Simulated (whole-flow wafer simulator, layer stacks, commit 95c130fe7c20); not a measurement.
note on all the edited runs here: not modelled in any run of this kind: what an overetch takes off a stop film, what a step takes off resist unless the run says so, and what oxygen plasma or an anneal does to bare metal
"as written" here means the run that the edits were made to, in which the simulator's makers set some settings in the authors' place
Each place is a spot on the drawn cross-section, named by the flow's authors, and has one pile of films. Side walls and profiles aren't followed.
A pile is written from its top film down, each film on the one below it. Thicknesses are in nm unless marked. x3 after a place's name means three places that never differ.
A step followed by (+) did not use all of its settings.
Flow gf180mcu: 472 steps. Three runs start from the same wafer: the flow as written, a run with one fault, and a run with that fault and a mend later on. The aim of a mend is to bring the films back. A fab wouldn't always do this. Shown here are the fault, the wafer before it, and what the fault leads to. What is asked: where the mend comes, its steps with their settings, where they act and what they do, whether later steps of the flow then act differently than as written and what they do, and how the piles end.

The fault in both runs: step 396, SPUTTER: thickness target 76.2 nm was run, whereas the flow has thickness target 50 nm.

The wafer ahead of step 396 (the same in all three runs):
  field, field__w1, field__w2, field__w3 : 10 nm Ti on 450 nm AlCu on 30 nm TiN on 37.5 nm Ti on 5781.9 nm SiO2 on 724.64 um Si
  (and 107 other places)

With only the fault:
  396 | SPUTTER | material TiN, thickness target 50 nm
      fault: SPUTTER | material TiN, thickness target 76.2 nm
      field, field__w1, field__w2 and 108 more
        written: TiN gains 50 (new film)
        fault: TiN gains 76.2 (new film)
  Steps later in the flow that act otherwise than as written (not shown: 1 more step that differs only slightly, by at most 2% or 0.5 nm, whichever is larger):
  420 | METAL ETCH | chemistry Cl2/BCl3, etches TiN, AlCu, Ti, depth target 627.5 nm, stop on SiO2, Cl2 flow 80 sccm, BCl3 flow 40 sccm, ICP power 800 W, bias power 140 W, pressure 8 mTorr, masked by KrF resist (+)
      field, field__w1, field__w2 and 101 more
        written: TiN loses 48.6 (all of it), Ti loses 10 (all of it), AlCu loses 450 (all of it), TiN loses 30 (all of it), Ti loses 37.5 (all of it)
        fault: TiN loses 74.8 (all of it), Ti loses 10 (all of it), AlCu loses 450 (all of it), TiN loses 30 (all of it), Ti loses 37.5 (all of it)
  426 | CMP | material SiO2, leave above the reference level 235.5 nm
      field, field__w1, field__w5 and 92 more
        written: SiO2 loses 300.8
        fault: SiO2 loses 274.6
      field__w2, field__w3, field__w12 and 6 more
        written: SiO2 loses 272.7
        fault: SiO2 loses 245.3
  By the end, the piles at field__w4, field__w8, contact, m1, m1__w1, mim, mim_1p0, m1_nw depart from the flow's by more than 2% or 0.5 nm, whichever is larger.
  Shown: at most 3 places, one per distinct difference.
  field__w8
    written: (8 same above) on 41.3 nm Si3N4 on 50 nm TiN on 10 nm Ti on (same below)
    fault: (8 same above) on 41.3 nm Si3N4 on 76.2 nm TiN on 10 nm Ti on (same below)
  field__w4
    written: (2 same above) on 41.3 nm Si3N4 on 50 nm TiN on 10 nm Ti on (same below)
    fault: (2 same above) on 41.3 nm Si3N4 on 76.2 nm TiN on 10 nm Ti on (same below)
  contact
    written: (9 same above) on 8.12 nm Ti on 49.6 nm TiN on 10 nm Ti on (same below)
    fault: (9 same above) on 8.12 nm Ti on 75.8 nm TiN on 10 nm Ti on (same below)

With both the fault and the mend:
  After step 396 comes the mend.
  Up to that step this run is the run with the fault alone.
  396a | METAL ETCH | chemistry Cl2/BCl3, etches TiN, AlCu, Ti, depth target 26.2 nm, Cl2 flow 80 sccm, BCl3 flow 40 sccm, ICP power 800 W, bias power 140 W, pressure 8 mTorr (the flow's step 260, run once more with other settings)
      field, field__w1, field__w2 and 108 more
        TiN loses 26.2
  None of the later steps of the flow acts differently than as written at any place that is followed.
  By the end, the piles equal the flow's at every place that both follow.
